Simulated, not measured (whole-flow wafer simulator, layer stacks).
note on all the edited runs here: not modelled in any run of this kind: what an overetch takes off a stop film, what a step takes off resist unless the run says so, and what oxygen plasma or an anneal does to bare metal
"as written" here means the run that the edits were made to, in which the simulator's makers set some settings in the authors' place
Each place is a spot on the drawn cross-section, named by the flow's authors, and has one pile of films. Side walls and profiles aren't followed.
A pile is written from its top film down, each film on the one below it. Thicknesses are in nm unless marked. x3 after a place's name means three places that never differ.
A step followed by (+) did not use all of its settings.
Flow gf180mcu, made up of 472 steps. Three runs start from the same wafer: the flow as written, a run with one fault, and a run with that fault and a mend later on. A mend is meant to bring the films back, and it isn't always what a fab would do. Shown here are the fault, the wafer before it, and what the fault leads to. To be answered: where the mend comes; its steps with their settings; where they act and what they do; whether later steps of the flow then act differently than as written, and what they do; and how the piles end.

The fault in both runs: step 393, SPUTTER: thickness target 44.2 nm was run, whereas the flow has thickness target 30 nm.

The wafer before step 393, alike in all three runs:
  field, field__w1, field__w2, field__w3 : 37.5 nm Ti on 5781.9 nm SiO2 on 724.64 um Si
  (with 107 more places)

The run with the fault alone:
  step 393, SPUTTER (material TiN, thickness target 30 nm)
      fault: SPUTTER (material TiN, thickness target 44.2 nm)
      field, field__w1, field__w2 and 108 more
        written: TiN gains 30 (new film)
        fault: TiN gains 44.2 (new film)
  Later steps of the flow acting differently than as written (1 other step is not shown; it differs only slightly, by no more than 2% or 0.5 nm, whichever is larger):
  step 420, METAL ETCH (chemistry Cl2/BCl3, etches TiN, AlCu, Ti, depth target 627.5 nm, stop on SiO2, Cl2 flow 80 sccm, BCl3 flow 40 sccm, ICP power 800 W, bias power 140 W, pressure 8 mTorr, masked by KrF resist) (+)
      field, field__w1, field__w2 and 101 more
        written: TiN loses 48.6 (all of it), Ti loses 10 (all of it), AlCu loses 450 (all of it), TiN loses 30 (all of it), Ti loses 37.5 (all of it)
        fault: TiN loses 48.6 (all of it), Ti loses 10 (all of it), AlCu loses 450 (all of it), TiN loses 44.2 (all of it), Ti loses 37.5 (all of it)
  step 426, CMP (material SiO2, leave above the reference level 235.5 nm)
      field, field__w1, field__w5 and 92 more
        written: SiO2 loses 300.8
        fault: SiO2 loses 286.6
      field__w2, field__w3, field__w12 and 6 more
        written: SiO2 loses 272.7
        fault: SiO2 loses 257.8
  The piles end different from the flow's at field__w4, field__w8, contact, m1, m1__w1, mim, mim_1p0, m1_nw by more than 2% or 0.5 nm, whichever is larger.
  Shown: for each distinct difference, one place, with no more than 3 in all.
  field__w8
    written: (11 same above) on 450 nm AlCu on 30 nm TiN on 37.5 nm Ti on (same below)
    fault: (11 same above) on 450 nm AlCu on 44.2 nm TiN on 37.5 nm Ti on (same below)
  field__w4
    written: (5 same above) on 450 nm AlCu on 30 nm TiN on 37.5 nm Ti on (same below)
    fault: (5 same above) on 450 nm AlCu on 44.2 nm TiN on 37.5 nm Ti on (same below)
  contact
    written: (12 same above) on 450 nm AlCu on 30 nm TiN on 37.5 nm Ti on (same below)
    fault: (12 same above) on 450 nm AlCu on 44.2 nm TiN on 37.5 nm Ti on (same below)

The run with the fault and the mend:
  The mend follows step 393.
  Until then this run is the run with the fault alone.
  step 393a, METAL ETCH (chemistry Cl2/BCl3, etches TiN, AlCu, Ti, depth target 14.2 nm, Cl2 flow 80 sccm, BCl3 flow 40 sccm, ICP power 800 W, bias power 140 W, pressure 8 mTorr) (the flow's step 260 again, with other settings)
      field, field__w1, field__w2 and 108 more
        TiN loses 14.2
  Later steps of the flow that are run all act as written at every place that is followed.
  At every place that both follow, the piles at the end match the flow's.
